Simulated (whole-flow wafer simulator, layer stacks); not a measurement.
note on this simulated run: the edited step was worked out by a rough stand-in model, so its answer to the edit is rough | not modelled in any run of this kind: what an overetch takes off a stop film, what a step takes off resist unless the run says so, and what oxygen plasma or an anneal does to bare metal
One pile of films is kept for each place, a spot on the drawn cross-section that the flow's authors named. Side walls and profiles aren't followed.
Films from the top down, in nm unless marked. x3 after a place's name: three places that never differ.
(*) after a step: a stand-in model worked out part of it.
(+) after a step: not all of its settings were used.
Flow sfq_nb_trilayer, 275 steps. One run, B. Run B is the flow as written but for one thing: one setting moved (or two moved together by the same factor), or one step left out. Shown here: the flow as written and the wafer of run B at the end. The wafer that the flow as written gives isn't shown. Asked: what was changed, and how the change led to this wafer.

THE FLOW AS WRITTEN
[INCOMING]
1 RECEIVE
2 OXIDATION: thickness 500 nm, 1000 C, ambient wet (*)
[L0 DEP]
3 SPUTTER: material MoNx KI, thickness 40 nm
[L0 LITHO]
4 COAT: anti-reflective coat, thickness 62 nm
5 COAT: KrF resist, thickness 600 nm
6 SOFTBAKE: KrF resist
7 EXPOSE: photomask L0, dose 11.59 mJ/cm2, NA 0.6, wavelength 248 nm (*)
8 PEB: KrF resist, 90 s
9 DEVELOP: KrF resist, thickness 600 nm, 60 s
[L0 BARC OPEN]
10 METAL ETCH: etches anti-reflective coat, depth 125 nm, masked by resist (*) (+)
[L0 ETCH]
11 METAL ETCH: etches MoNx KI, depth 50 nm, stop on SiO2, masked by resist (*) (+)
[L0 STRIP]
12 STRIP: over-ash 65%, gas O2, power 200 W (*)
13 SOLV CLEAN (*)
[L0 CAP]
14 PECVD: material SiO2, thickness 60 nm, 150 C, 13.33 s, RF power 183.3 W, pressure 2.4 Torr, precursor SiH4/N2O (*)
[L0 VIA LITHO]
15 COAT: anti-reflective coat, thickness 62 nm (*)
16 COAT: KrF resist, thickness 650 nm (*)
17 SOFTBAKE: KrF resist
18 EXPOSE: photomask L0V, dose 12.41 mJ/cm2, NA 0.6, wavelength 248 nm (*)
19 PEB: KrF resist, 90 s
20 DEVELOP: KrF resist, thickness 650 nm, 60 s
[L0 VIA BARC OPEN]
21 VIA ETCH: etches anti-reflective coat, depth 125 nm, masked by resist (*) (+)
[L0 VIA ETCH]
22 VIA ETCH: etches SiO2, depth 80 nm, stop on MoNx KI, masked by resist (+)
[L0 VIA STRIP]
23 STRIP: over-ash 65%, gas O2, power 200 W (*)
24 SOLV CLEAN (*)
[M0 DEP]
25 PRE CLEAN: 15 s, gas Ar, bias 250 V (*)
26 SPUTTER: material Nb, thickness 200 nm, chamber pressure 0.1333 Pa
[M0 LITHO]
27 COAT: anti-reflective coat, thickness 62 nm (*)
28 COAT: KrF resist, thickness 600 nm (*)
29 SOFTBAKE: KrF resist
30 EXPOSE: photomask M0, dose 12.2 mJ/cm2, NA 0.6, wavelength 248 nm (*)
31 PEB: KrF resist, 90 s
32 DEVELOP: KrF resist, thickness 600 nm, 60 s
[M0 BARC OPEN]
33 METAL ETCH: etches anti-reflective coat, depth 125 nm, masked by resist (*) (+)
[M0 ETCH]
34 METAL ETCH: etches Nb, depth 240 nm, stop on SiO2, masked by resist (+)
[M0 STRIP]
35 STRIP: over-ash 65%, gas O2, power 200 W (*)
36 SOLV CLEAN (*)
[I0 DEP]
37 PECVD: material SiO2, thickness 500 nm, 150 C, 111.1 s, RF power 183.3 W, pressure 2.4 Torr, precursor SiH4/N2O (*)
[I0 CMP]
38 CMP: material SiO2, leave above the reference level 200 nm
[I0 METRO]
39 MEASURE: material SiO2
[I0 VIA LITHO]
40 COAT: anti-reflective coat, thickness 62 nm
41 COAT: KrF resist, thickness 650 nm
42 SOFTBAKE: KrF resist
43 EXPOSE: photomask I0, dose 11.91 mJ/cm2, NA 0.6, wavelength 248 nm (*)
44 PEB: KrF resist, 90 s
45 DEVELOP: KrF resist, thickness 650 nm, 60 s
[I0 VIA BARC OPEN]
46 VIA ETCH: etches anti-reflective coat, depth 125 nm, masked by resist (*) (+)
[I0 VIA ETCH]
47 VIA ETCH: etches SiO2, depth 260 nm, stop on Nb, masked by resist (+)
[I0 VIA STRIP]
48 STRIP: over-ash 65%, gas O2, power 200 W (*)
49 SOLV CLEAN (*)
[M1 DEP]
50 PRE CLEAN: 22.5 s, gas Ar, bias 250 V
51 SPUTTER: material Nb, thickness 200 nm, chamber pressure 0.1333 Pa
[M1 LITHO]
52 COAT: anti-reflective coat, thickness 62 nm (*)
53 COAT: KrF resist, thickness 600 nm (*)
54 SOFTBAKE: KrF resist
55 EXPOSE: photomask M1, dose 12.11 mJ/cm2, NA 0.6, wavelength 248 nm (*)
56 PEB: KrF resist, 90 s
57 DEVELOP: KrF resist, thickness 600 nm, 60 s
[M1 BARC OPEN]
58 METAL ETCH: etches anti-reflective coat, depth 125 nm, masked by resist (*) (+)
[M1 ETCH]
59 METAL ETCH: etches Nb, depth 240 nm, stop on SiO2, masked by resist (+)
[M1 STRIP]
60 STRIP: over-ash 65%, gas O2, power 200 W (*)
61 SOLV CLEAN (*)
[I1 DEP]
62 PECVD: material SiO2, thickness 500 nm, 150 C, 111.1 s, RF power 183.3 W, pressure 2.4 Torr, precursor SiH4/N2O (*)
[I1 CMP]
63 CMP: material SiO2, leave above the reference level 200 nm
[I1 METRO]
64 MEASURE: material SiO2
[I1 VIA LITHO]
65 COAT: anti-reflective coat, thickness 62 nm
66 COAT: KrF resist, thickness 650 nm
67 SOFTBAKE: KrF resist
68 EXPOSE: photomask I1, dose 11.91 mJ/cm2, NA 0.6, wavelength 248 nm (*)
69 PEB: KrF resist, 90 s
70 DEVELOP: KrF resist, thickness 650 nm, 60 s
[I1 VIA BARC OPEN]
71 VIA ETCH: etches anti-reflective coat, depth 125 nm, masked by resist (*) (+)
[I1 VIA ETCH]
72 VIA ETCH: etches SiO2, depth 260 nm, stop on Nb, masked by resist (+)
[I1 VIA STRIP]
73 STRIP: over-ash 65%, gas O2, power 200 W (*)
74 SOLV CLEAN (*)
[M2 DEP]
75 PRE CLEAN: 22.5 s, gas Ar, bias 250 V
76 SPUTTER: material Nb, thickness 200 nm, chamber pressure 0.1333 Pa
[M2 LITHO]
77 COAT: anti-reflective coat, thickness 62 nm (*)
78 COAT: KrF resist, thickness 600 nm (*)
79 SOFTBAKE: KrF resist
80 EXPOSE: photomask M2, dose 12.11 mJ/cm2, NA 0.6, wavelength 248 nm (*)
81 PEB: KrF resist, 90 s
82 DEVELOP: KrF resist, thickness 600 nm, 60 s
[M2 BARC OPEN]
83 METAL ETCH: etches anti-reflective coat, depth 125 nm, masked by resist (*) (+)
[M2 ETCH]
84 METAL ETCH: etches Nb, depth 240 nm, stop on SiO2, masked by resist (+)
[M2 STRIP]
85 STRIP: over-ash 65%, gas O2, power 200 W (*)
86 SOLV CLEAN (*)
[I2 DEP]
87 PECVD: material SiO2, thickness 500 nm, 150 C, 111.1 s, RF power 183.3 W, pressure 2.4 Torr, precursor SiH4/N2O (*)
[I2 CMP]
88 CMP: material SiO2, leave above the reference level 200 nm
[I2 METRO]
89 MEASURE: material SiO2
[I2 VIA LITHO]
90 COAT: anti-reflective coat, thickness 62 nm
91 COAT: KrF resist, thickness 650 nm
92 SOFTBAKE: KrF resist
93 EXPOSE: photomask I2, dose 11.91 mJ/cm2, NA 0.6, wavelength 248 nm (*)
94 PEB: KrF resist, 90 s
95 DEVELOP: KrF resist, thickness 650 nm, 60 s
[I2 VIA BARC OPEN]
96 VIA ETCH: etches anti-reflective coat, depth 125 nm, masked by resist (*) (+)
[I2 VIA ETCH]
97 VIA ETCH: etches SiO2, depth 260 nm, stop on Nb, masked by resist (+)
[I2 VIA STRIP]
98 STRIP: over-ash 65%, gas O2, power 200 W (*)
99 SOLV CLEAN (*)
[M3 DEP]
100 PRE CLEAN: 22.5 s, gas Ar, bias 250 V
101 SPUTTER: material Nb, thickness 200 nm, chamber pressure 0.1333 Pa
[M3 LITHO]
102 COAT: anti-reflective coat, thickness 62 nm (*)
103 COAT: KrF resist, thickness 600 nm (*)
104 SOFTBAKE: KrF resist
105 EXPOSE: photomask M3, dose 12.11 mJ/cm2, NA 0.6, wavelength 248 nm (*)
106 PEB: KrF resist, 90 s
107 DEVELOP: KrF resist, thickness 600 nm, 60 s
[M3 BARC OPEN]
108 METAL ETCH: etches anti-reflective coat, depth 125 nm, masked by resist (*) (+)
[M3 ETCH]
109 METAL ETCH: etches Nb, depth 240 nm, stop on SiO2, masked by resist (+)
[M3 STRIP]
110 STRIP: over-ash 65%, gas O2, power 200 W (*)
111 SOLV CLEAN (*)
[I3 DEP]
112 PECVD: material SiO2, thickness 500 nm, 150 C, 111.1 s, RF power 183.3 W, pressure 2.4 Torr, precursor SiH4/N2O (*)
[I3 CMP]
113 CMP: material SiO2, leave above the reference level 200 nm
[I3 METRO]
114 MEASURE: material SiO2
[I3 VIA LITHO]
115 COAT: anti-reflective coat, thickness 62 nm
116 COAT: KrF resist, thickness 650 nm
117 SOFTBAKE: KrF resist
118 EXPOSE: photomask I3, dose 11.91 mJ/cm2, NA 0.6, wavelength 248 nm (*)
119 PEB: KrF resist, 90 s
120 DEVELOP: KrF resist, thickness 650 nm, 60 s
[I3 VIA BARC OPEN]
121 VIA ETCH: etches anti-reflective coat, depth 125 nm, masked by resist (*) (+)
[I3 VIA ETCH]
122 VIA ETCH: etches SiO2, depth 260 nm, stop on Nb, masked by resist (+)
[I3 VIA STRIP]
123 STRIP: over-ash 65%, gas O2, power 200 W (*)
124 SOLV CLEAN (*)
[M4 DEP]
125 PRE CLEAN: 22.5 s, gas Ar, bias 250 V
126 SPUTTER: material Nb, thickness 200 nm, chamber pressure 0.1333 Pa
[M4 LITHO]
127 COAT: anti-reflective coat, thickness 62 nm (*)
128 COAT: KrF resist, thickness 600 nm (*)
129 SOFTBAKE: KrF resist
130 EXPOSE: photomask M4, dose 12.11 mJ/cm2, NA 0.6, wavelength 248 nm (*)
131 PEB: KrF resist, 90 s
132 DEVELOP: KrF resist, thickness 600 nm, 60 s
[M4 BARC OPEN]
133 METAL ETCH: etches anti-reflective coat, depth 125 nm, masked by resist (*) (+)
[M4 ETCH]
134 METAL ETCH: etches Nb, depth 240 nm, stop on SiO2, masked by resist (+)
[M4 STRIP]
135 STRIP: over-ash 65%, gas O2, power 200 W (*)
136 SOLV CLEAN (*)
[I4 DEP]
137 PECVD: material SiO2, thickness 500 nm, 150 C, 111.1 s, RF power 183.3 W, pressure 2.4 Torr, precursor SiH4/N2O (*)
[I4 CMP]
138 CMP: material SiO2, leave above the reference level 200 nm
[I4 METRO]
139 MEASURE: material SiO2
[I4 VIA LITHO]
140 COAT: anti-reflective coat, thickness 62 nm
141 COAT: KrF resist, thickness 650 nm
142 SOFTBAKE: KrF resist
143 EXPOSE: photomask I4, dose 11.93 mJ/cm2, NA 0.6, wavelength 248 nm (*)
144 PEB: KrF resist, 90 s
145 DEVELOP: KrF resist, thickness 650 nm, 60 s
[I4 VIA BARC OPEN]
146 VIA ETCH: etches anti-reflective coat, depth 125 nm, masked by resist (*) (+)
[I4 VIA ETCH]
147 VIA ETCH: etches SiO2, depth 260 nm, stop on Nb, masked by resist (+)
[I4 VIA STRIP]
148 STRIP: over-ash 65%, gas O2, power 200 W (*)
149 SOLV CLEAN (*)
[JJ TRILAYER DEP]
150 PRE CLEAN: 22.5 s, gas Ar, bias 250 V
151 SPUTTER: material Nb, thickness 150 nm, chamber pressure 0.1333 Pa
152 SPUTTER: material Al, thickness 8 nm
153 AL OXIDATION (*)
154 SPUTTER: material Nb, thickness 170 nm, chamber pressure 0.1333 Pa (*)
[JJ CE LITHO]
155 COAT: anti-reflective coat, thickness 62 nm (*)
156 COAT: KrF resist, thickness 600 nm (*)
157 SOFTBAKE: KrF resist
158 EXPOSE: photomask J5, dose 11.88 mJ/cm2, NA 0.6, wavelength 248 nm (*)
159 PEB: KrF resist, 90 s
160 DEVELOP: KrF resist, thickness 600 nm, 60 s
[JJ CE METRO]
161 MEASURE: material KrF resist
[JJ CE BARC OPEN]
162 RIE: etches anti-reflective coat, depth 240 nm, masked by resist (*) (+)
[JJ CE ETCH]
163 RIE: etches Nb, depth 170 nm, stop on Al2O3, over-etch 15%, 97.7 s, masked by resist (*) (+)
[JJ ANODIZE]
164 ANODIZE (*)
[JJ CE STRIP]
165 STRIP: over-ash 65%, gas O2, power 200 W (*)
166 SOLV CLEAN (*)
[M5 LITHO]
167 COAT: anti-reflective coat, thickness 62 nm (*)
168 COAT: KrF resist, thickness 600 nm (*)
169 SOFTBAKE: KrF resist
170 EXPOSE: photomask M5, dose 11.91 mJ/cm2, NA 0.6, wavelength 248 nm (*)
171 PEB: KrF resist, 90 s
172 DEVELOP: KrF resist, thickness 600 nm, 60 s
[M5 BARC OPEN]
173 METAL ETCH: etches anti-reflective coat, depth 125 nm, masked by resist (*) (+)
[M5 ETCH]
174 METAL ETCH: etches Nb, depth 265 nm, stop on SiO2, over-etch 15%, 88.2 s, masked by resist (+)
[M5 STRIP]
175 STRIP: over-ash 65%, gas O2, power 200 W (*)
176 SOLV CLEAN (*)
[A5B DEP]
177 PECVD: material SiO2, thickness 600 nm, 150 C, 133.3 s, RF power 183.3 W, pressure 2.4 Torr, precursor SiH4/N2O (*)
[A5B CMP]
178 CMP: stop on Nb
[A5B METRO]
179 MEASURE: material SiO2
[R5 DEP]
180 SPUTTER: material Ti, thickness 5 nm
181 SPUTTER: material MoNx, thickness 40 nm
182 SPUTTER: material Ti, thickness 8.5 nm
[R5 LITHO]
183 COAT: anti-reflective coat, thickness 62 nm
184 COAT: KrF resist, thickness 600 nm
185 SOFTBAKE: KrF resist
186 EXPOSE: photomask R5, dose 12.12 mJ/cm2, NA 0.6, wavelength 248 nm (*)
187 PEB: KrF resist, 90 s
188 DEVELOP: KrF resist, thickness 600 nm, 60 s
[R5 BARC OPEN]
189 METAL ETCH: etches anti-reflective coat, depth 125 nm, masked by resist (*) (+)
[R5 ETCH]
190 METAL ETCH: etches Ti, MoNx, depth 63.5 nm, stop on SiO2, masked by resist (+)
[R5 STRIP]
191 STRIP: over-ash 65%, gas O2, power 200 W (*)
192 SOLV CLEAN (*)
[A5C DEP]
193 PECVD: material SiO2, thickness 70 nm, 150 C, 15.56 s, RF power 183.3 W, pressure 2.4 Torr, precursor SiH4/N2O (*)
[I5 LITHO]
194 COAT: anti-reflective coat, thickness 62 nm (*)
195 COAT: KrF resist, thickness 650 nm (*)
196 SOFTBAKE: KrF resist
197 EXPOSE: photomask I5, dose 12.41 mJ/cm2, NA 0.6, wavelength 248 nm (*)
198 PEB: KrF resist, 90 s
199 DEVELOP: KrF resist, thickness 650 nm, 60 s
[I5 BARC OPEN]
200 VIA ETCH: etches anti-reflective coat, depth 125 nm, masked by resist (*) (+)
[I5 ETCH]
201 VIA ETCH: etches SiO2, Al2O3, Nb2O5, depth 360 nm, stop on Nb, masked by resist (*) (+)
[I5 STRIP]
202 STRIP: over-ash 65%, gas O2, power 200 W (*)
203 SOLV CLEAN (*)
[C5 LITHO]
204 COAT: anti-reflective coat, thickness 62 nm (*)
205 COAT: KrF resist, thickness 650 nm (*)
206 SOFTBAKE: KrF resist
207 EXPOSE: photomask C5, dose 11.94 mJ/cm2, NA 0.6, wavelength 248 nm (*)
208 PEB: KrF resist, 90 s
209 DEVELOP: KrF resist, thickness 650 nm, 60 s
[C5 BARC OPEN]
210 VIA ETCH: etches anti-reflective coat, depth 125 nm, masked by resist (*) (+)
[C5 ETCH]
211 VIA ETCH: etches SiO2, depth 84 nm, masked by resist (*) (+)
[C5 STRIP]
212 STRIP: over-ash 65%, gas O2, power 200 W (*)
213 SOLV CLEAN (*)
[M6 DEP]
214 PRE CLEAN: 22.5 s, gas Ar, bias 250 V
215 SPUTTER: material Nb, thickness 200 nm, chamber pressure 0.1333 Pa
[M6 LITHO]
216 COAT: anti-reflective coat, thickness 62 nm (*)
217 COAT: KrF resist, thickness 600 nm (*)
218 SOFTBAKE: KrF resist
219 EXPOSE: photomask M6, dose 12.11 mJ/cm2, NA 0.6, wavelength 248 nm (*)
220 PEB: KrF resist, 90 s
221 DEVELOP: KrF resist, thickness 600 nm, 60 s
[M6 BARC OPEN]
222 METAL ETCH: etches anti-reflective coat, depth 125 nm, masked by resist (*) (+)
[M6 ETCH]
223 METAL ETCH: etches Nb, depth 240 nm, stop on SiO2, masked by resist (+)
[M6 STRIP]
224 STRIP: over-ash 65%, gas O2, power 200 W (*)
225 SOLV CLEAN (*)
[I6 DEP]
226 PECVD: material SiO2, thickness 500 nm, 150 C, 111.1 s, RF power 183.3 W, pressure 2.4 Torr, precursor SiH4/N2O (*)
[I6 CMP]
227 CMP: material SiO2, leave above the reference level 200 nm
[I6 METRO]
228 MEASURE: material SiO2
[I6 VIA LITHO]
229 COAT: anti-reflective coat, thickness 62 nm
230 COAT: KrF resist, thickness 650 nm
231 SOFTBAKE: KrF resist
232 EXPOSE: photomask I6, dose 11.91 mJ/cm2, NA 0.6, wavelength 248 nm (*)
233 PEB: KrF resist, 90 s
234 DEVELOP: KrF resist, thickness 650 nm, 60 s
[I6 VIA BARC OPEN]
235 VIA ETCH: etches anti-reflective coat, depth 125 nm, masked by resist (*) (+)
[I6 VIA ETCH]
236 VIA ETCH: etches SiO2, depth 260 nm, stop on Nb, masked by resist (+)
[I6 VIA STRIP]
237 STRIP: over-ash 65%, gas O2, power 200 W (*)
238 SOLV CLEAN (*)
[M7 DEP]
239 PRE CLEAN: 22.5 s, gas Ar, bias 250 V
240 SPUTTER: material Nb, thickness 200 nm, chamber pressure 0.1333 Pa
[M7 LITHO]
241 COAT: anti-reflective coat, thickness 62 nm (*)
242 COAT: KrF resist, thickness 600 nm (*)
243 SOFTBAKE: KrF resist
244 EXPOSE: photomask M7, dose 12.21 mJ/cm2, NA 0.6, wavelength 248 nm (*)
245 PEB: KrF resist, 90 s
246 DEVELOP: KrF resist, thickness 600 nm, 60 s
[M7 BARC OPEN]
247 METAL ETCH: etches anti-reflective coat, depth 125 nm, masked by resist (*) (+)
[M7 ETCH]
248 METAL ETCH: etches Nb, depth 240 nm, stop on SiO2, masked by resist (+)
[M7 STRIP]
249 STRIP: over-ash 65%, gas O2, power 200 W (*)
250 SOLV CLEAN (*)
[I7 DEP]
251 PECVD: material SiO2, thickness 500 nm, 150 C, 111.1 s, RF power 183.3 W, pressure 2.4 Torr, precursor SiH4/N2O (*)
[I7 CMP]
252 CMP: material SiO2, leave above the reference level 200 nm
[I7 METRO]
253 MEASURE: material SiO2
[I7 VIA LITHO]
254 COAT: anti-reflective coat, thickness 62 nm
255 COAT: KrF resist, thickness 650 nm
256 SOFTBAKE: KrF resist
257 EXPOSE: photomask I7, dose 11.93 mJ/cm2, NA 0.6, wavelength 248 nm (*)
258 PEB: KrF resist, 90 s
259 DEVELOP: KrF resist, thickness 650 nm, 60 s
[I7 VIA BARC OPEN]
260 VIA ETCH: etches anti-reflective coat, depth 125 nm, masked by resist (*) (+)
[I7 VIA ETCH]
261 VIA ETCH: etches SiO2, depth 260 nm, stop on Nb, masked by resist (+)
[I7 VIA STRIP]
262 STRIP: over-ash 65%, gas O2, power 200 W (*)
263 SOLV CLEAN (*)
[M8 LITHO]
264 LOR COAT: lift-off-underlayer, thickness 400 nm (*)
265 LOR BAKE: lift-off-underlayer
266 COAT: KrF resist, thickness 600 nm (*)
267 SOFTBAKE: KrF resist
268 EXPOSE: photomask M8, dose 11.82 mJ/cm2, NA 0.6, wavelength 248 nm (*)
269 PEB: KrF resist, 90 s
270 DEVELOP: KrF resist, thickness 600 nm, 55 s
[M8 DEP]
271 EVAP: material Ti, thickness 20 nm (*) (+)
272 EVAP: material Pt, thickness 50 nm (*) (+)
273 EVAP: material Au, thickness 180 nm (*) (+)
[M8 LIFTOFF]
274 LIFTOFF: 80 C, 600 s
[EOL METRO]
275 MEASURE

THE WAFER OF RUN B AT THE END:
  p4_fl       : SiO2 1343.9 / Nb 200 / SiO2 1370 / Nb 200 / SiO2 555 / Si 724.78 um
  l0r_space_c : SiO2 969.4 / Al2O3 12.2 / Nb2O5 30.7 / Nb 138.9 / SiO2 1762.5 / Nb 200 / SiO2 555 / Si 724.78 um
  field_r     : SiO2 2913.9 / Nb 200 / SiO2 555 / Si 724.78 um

The cause: step 154, SPUTTER: thickness 138 nm was run, where the flow has thickness 170 nm.

How the change led to this, step by step:
  154 SPUTTER: material Nb, thickness 170 nm, chamber pressure 0.1333 Pa (*)
      field_l, v_sur, via_sp and 100 more: Nb +138 (new film) (as written it would be: Nb +170 (new film))
      via_wl, via_wr: Nb +114.1 (new film) (as written it would be: Nb +140.7 (new film))
      (and at 1 more place)
  155 COAT: anti-reflective coat, thickness 62 nm (*)
      via_wl, via_wr: anti-reflective coat +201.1 (new film) (as written it would be: anti-reflective coat +209.4 (new film))
      via_w: anti-reflective coat +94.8 (new film) (as written it would be: anti-reflective coat +97.4 (new film))
  162 RIE: etches anti-reflective coat, depth 240 nm, masked by resist (*) (+)
      ce_l, c5j, ce_r, wl_jj: KrF resist -201.1 (as written it would be: KrF resist -209.4)
      via_wl, via_wr: anti-reflective coat -201.1 (all of it) (as written it would be: anti-reflective coat -209.4 (all of it))
      (and at 1 more place)
  163 RIE: etches Nb, depth 170 nm, stop on Al2O3, over-etch 15%, 97.7 s, masked by resist (*) (+)
      field_l, v_sur, via_sp and 96 more: Nb -138 (all of it), Al2O3 -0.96 (all of it) (as written it would be: Nb -170 (all of it), Al2O3 -0.51)
      via_wl, via_wr: Nb -114.1 (all of it), Al2O3 -0.96 (all of it) (as written it would be: Nb -140.7 (all of it), Al2O3 -0.96 (all of it))
      (and at 1 more place)
  164 ANODIZE (*)
      field_l, v_sur, via_sp and 96 more: Al2O3 +12.2 (new film), Nb2O5 +30.7 (new film), Al -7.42 (all of it), Nb -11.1 (as written it would be: Al2O3 +12.2, Nb2O5 +29.9 (new film), Al -7.42 (all of it), Nb -10.8)
  165 STRIP: over-ash 65%, gas O2, power 200 W (*)
      ce_l: KrF resist -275 (all of it), anti-reflective coat -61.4 (all of it) (as written it would be: KrF resist -266.8 (all of it), anti-reflective coat -61.4 (all of it))
      c5j: KrF resist -275.1 (all of it), anti-reflective coat -61.5 (all of it) (as written it would be: KrF resist -266.9 (all of it), anti-reflective coat -61.5 (all of it))
      (and at 2 more places)
  167 COAT: anti-reflective coat, thickness 62 nm (*)
      wl_j_sl, wl_j_sr: anti-reflective coat +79 (new film) (as written it would be: anti-reflective coat +83.3 (new film))
      jj_sur: anti-reflective coat +78.5 (new film) (as written it would be: anti-reflective coat +82.6 (new film))
      (and at 5 more places)
  168 COAT: KrF resist, thickness 600 nm (*)
      ce_l: KrF resist +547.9 (new film) (as written it would be: KrF resist +528.3 (new film))
      c5j: KrF resist +527.7 (new film) (as written it would be: KrF resist +507.6 (new film))
      (and at 2 more places)
  174 METAL ETCH: etches Nb, depth 265 nm, stop on SiO2, over-etch 15%, 88.2 s, masked by resist (+)
      field_l, r_sur, res and 50 more: Al2O3 -12.2 (all of it), Nb2O5 -30.7 (all of it), Nb -138.9 (all of it), SiO2 -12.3 (as written it would be: Al2O3 -12.6 (all of it), Nb2O5 -29.9 (all of it), Nb -139.2 (all of it), SiO2 -12.3)
  175 STRIP: over-ash 65%, gas O2, power 200 W (*)
      jj_sur: KrF resist -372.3 (all of it), anti-reflective coat -78.5 (all of it) (as written it would be: KrF resist -374.7 (all of it), anti-reflective coat -82.6 (all of it))
      ce_l: KrF resist -319.2 (all of it), anti-reflective coat -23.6 (all of it) (as written it would be: KrF resist -299.6 (all of it), anti-reflective coat -19.6 (all of it))
      (and at 6 more places)
  178 CMP: stop on Nb
      v_sur, via_sp, via_v and 43 more: SiO2 -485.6 (as written it would be: SiO2 -453.5)
      field_l, p4_fl, p4_fm and 39 more: SiO2 -291.3 (as written it would be: SiO2 -259.3)
      (and at 14 more places)
  201 VIA ETCH: etches SiO2, Al2O3, Nb2O5, depth 360 nm, stop on Nb, masked by resist (*) (+)
      be: SiO2 -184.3 (all of it), Al2O3 -12.2 (all of it), Nb2O5 -30.7 (all of it) (as written it would be: SiO2 -216.4 (all of it), Al2O3 -12.7 (all of it), Nb2O5 -29.9 (all of it))
  204 COAT: anti-reflective coat, thickness 62 nm (*)
      wire: anti-reflective coat +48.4 (new film) (as written it would be: anti-reflective coat +47.4 (new film))
      be: anti-reflective coat +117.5 (new film) (as written it would be: anti-reflective coat +122.2 (new film))
      (and at 1 more place)
  205 COAT: KrF resist, thickness 650 nm (*)
      be: KrF resist +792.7 (new film) (as written it would be: KrF resist +815.3 (new film))
  212 STRIP: over-ash 65%, gas O2, power 200 W (*)
      wire: KrF resist -557.5 (all of it), anti-reflective coat -48.4 (all of it) (as written it would be: KrF resist -555.8 (all of it), anti-reflective coat -47.4 (all of it))
      be: KrF resist -705.5 (all of it), anti-reflective coat -117.5 (all of it) (as written it would be: KrF resist -728.2 (all of it), anti-reflective coat -122.2 (all of it))
      (and at 1 more place)
  215 SPUTTER: material Nb, thickness 200 nm, chamber pressure 0.1333 Pa
      be: Nb +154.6 (as written it would be: Nb +147.3)
  ... 3 more steps ...
  226 PECVD: material SiO2, thickness 500 nm, 150 C, 111.1 s, RF power 183.3 W, pressure 2.4 Torr, precursor SiH4/N2O (*)
      be: SiO2 +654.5 (new film) (as written it would be: SiO2 +693.5 (new film))
